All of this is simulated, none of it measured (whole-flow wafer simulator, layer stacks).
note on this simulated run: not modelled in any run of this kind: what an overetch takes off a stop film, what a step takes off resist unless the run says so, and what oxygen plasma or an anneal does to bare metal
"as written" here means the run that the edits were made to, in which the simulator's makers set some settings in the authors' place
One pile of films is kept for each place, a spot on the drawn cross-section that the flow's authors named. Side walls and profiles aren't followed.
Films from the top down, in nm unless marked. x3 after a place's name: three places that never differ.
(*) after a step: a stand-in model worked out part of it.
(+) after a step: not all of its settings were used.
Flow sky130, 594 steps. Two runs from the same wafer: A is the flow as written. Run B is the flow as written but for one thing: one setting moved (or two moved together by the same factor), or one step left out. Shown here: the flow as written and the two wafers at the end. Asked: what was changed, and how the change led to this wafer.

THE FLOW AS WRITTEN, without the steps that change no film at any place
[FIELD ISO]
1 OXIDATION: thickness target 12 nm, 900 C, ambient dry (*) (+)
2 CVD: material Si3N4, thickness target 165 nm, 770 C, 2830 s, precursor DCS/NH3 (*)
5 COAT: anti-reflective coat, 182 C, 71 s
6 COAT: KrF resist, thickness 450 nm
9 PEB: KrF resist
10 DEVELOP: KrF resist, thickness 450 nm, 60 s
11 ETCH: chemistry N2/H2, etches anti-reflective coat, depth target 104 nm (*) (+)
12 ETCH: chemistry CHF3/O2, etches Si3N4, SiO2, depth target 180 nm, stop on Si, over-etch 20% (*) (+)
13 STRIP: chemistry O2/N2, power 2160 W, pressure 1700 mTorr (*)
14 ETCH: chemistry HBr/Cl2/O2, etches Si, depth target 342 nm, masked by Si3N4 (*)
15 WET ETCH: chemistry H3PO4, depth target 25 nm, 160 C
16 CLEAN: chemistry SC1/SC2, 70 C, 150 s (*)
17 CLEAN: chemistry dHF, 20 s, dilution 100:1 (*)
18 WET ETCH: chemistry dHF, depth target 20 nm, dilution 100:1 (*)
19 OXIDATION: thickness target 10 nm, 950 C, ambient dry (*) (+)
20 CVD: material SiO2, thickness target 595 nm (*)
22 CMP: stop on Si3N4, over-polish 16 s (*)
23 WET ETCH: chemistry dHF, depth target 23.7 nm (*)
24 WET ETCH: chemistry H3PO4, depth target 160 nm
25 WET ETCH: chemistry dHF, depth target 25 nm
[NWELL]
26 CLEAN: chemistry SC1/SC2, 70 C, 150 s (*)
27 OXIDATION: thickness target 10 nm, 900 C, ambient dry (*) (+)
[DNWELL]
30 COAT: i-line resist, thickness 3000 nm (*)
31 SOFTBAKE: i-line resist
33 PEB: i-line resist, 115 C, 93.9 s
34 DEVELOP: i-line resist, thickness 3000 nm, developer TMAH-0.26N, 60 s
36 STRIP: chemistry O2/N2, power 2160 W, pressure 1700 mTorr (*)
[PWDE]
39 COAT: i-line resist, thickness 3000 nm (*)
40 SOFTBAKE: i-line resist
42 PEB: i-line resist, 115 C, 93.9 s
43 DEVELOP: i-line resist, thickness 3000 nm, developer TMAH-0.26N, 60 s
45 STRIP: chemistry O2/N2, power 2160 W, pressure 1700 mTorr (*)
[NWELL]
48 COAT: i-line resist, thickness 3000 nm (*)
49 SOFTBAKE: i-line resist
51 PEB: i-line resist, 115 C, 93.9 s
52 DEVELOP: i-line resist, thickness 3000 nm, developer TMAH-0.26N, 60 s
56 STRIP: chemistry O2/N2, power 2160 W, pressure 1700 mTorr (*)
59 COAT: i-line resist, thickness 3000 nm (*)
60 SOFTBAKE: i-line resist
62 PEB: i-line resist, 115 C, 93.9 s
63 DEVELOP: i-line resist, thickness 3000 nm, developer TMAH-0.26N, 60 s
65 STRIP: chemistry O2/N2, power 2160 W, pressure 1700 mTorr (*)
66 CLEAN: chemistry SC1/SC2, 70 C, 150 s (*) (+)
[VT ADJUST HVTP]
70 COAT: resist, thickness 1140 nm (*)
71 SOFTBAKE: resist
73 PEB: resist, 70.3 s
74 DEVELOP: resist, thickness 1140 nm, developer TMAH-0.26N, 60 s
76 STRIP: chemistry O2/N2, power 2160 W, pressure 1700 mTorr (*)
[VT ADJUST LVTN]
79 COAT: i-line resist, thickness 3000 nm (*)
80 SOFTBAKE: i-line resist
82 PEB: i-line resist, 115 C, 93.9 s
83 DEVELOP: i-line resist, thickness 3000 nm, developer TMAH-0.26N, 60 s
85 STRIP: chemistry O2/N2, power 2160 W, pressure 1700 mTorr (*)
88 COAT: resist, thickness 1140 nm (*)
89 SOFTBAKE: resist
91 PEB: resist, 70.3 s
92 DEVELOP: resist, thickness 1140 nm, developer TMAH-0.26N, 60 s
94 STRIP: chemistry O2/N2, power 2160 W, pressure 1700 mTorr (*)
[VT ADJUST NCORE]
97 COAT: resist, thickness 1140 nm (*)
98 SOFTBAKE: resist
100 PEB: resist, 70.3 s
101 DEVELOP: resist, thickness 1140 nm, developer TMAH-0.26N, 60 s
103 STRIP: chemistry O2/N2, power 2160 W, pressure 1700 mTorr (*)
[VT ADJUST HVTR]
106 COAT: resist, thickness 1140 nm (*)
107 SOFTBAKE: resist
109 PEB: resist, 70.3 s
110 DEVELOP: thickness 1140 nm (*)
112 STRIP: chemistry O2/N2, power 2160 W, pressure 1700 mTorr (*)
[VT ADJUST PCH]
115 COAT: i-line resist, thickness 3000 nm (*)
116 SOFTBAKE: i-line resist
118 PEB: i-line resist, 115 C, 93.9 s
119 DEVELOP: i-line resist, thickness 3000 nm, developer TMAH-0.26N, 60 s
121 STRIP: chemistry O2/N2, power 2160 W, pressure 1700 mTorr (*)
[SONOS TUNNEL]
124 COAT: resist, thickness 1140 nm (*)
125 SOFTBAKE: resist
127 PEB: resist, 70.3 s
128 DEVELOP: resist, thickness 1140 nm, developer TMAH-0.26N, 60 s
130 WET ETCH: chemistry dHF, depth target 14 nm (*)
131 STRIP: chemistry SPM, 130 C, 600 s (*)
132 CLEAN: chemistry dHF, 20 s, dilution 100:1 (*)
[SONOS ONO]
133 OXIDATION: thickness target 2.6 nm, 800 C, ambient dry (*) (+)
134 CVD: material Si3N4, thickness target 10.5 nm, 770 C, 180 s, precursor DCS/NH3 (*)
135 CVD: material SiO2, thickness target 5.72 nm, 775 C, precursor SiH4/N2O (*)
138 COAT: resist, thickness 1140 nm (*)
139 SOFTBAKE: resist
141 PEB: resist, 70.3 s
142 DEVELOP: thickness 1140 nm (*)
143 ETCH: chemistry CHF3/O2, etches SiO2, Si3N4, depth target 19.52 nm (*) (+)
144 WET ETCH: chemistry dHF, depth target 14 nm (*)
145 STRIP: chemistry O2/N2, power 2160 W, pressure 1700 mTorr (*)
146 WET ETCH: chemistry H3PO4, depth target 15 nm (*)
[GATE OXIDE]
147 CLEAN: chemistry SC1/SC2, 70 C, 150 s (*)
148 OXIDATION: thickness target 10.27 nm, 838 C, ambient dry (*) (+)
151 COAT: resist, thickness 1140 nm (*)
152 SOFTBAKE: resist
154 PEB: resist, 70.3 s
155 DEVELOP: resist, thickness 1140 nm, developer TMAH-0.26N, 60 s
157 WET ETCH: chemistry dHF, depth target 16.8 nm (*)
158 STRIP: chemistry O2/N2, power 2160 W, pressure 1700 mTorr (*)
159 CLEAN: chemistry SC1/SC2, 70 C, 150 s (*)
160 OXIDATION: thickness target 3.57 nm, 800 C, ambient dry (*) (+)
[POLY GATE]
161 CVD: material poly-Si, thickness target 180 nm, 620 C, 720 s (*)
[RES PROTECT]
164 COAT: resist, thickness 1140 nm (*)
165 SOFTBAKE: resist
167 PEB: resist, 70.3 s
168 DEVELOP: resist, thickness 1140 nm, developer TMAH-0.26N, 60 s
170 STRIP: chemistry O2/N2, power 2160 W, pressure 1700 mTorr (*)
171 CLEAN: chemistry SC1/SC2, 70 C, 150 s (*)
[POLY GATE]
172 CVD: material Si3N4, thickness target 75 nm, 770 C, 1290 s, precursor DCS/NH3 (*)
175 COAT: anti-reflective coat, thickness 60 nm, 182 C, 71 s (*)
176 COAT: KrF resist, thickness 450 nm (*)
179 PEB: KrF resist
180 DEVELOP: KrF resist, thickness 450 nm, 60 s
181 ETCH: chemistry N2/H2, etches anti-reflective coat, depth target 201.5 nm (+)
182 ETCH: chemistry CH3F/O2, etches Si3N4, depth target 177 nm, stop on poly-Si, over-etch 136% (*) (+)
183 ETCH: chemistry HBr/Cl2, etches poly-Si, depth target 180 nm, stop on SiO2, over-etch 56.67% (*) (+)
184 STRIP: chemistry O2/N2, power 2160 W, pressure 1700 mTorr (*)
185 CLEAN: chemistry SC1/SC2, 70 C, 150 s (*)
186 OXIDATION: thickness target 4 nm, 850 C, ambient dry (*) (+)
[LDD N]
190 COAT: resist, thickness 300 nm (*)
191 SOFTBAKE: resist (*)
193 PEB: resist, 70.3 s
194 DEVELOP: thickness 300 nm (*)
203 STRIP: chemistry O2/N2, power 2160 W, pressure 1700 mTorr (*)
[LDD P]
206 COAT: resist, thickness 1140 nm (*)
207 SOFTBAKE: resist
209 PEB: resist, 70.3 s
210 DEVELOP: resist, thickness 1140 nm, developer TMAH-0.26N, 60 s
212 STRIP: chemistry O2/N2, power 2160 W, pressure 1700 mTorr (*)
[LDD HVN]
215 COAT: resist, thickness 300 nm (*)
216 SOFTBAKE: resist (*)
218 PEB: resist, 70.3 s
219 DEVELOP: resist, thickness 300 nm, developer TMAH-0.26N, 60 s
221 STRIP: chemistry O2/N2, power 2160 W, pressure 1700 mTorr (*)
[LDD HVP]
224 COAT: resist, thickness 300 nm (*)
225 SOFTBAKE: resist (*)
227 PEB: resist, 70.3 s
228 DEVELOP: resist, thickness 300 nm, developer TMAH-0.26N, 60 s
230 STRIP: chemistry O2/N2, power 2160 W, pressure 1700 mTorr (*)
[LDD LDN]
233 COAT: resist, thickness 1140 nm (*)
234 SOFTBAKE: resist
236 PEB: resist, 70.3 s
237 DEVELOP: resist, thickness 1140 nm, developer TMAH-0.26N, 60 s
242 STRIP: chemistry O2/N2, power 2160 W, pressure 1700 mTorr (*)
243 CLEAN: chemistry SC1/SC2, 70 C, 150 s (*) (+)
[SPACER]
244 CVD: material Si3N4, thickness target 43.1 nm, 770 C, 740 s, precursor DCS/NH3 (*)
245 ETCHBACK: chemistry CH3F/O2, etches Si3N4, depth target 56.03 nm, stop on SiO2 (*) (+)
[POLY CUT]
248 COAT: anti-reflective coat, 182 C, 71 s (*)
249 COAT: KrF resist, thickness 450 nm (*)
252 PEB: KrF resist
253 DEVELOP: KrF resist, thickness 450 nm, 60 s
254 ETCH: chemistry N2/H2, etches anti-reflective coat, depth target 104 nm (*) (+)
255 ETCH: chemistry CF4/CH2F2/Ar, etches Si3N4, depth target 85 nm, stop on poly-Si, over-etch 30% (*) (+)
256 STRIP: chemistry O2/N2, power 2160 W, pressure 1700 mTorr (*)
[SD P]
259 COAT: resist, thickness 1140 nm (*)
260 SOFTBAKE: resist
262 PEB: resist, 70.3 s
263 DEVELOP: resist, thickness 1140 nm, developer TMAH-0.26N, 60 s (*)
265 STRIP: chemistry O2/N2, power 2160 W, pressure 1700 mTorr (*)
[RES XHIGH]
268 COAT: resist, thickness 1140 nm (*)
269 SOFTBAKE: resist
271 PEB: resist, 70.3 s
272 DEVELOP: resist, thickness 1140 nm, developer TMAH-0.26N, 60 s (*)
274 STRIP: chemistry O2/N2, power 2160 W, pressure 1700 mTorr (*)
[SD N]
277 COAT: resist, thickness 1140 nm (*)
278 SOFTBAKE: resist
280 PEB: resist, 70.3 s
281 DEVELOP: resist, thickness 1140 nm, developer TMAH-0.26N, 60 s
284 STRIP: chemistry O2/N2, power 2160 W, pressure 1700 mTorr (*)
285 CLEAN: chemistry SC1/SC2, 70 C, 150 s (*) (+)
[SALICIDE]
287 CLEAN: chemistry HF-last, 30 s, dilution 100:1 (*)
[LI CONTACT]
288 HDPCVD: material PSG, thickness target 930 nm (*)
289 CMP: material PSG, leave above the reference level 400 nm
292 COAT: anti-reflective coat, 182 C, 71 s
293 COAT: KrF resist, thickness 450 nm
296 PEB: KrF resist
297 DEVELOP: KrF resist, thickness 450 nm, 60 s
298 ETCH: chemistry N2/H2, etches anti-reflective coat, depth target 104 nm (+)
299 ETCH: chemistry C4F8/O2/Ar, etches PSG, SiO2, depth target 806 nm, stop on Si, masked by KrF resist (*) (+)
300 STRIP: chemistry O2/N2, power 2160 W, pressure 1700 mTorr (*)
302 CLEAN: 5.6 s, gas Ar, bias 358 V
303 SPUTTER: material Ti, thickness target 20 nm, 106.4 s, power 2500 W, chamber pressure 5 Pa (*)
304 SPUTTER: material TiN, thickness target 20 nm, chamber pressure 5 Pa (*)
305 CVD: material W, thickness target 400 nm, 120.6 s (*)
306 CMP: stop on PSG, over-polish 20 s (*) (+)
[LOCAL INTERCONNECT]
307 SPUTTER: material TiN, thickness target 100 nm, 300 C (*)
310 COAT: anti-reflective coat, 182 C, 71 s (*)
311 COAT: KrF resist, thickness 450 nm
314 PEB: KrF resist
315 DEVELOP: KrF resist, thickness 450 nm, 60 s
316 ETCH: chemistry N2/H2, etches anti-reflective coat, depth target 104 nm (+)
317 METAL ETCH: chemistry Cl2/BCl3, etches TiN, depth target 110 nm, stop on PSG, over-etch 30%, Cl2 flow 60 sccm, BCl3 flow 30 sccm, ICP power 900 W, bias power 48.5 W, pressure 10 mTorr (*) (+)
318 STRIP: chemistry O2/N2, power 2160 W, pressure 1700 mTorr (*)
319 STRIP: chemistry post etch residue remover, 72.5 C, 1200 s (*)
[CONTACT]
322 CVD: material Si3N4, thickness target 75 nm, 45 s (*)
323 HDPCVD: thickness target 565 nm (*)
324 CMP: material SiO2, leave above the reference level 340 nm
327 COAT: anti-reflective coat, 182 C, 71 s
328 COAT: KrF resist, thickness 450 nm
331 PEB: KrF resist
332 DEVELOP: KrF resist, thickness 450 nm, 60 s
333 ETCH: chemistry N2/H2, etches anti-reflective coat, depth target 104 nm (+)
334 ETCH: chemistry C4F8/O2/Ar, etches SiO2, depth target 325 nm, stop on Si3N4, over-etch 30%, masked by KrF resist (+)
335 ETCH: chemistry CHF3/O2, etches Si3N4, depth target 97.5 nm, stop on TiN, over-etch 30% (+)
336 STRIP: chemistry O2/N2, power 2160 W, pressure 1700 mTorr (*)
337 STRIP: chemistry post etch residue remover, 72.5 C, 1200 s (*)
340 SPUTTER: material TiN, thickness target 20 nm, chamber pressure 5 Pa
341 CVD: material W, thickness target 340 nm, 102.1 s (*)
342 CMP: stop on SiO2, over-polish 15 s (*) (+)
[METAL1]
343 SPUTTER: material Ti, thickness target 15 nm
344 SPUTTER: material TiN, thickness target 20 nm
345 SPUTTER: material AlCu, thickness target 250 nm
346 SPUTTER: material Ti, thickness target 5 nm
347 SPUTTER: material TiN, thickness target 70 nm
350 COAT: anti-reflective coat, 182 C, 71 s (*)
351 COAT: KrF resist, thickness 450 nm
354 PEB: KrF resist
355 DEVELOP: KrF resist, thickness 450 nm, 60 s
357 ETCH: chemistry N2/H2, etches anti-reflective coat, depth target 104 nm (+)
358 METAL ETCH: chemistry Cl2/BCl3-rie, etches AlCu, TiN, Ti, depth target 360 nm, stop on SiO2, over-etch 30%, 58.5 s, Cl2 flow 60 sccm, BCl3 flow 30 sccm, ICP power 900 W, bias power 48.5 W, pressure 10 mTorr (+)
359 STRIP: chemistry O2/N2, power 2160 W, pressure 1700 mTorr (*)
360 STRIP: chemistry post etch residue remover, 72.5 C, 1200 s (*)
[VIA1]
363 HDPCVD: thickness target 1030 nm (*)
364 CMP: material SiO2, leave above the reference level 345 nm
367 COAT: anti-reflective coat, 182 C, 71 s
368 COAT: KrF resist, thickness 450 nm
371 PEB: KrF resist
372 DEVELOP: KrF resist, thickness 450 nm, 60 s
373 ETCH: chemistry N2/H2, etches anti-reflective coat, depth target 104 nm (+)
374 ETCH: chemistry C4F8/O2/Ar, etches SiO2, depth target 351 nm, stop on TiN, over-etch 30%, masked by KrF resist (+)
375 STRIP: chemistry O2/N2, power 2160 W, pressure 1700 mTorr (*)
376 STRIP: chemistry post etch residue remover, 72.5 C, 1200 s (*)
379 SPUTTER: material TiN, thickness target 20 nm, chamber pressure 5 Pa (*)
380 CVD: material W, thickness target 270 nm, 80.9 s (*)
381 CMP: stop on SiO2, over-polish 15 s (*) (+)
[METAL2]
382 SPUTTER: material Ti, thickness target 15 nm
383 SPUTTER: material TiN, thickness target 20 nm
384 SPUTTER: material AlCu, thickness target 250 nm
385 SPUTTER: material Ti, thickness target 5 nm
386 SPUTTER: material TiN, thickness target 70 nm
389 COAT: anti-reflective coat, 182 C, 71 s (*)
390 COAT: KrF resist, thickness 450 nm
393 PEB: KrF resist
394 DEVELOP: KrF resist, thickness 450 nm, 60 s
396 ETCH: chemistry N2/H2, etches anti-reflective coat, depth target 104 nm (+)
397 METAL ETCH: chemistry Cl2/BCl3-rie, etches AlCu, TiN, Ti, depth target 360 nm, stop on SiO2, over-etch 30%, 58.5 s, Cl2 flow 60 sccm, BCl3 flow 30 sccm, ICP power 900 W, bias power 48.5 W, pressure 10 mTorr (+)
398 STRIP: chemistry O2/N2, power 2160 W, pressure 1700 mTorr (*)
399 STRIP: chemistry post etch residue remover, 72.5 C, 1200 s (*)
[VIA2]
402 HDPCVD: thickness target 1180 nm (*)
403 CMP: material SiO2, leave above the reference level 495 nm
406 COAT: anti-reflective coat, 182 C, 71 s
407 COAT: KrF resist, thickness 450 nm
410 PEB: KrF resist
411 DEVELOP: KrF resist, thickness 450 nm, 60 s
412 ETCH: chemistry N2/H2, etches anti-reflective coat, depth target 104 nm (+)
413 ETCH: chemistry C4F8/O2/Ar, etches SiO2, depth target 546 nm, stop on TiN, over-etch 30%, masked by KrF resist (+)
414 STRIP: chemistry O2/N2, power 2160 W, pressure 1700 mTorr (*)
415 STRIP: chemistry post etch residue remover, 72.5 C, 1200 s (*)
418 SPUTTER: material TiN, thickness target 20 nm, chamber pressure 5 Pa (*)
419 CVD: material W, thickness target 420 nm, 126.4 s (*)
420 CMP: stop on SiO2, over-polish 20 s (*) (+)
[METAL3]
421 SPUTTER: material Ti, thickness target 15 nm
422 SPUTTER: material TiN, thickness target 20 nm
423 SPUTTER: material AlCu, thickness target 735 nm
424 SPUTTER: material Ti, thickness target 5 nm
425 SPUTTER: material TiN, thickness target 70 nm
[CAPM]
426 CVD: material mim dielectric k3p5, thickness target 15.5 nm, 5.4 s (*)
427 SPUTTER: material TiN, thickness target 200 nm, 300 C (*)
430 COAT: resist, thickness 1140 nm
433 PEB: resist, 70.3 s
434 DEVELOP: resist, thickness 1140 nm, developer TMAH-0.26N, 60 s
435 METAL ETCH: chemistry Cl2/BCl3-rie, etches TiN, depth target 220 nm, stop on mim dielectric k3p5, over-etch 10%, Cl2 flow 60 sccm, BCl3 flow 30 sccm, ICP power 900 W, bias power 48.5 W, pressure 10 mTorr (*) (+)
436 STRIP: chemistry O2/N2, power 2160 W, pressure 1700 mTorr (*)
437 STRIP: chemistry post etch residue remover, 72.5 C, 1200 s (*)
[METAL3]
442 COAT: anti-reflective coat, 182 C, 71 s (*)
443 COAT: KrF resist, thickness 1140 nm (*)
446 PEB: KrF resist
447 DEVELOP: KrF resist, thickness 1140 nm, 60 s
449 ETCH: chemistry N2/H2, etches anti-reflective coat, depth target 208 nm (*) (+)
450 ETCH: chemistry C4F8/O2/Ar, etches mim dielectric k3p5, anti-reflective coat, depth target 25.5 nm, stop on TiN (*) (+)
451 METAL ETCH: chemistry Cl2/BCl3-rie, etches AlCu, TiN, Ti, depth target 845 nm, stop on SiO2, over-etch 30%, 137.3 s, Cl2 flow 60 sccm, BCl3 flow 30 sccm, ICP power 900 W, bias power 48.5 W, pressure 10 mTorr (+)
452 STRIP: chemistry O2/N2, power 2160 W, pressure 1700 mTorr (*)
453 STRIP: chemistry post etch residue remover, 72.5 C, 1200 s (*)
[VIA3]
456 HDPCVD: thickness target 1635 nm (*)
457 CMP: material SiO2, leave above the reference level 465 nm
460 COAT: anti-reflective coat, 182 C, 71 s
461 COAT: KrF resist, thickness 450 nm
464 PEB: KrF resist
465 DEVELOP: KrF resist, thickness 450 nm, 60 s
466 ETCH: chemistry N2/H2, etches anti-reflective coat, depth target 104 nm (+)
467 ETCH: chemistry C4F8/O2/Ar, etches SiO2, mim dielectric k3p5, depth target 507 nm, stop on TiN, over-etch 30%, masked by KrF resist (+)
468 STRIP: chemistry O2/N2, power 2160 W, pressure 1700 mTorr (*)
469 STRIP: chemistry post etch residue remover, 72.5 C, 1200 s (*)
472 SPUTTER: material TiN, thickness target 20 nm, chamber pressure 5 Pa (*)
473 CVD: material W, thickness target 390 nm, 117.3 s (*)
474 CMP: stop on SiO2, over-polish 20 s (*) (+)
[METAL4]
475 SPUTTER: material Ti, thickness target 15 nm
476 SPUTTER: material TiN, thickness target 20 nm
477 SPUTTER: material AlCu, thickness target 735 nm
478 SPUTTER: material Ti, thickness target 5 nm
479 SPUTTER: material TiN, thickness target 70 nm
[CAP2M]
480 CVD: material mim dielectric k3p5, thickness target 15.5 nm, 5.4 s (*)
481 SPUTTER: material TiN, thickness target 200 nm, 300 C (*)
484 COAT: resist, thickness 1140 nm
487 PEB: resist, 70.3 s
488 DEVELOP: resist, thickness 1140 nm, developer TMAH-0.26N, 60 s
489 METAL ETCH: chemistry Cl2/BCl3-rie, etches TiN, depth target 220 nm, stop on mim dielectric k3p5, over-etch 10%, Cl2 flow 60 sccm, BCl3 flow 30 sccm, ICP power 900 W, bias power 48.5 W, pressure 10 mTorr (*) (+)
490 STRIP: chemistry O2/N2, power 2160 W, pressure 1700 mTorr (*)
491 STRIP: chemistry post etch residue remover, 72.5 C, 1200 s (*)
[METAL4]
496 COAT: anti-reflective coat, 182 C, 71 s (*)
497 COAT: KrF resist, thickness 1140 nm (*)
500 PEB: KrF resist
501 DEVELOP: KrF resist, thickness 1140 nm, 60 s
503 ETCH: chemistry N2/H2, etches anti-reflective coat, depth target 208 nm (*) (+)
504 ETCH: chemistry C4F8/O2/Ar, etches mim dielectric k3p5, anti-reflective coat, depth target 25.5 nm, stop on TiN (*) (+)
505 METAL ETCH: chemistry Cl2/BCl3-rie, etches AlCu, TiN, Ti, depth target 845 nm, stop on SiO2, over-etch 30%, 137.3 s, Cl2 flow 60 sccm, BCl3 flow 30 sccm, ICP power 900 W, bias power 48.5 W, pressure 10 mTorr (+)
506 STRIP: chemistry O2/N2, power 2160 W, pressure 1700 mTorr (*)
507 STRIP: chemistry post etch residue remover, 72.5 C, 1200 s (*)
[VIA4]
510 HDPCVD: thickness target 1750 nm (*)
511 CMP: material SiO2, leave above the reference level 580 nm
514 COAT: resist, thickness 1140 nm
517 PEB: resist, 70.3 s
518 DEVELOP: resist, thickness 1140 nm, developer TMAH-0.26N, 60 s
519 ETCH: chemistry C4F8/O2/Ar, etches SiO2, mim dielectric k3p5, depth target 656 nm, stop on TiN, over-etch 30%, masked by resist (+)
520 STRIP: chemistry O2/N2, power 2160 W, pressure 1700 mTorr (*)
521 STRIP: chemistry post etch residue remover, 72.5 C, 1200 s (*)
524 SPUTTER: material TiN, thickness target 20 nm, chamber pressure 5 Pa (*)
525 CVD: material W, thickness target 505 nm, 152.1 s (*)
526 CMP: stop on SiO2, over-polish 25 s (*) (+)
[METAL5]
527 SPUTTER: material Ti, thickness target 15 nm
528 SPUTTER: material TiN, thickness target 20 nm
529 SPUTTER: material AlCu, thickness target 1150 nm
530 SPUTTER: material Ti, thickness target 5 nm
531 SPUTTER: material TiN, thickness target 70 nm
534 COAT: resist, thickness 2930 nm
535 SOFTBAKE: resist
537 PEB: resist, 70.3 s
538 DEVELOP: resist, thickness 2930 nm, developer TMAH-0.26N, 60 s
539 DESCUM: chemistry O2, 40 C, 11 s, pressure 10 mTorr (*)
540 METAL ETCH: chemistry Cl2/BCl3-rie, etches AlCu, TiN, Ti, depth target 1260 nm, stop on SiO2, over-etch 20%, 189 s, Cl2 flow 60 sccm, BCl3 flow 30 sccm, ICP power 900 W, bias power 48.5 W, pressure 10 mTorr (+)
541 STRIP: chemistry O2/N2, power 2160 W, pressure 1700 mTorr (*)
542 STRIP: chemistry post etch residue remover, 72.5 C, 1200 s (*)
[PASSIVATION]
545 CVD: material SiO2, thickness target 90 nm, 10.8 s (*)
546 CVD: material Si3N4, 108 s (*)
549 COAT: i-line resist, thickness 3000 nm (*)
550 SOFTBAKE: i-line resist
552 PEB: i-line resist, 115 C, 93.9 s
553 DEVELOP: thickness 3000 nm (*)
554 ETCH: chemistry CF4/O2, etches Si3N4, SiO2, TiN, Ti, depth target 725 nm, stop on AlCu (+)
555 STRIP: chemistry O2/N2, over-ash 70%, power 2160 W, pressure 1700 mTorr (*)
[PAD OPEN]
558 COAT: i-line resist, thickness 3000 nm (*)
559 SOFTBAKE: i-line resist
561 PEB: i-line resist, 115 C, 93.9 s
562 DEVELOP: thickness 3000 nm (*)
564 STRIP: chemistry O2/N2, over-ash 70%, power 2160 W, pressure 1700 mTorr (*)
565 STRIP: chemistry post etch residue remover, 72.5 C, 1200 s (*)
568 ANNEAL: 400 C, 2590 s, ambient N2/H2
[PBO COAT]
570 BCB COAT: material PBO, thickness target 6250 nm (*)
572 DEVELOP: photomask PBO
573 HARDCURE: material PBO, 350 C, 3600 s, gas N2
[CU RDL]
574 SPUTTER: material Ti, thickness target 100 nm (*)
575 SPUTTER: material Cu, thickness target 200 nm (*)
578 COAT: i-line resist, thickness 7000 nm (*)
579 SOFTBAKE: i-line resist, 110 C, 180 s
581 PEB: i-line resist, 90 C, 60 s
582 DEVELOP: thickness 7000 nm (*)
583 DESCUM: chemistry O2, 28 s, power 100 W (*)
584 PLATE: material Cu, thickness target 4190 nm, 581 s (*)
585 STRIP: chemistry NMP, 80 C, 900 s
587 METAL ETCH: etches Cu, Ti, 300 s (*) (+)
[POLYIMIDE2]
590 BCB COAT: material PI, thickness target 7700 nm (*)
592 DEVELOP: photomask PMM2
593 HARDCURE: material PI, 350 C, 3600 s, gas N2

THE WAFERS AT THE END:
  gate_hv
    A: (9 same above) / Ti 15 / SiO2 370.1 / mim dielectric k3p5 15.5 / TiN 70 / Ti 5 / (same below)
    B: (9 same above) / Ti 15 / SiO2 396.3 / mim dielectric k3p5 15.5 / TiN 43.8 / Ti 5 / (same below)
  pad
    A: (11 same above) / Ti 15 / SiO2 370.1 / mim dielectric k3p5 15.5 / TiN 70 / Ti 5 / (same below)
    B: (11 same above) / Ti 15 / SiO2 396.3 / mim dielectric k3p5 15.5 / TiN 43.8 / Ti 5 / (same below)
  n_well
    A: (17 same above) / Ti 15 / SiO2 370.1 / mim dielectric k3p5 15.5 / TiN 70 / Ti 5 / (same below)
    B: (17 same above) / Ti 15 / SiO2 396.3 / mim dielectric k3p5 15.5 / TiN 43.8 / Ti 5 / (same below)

The cause: step 425, SPUTTER: thickness target 43.8 nm was run, where the flow has thickness target 70 nm.
It can be read off the wafer: gate_hv has TiN 43.8, and step 425 as written asks for 70 nm.

How the change led to this, step by step:
  425 SPUTTER: material TiN, thickness target 70 nm
      field, active, n_well and 188 more: A TiN +70 (new film) | B TiN +43.8 (new film)
  451 METAL ETCH: chemistry Cl2/BCl3-rie, etches AlCu, TiN, Ti, depth target 845 nm, stop on SiO2, over-etch 30%, 137.3 s, Cl2 flow 60 sccm, BCl3 flow 30 sccm, ICP power 900 W, bias power 48.5 W, pressure 10 mTorr (+)
      field, gate, spacer and 68 more: A TiN -70 (all of it), Ti -5 (all of it), AlCu -735 (all of it), TiN -20 (all of it), Ti -15 (all of it), SiO2 -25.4 | B TiN -43.8 (all of it), Ti -5 (all of it), AlCu -735 (all of it), TiN -20 (all of it), Ti -15 (all of it), SiO2 -28
      active, vpp_ln, vpp_iso2 and 11 more: A TiN -70 (all of it), Ti -5 (all of it), AlCu -735 (all of it), TiN -20 (all of it), Ti -15 (all of it), SiO2 -25.3 | B TiN -43.8 (all of it), Ti -5 (all of it), AlCu -735 (all of it), TiN -20 (all of it), Ti -15 (all of it), SiO2 -28
  457 CMP: material SiO2, leave above the reference level 465 nm
      n_well, p_well, gate_hv and 99 more: A SiO2 -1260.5 | B SiO2 -1234.3
      m1, via2_hole: A SiO2 -1259.9 | B SiO2 -1233.7
  467 ETCH: chemistry C4F8/O2/Ar, etches SiO2, mim dielectric k3p5, depth target 507 nm, stop on TiN, over-etch 30%, masked by KrF resist (+)
      m1: A SiO2 -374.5 (all of it), mim dielectric k3p5 -15.5 (all of it) | B SiO2 -400.7 (all of it), mim dielectric k3p5 -15.5 (all of it)
      via3_hole: A SiO2 -373.9 (all of it), mim dielectric k3p5 -15.5 (all of it) | B SiO2 -400.1 (all of it), mim dielectric k3p5 -15.5 (all of it)
  473 CVD: material W, thickness target 390 nm, 117.3 s (*)
      m1: A W +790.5 (new film) | B W +817 (new film)
      via3_hole: A W +789.9 (new film) | B W +816.4 (new film)
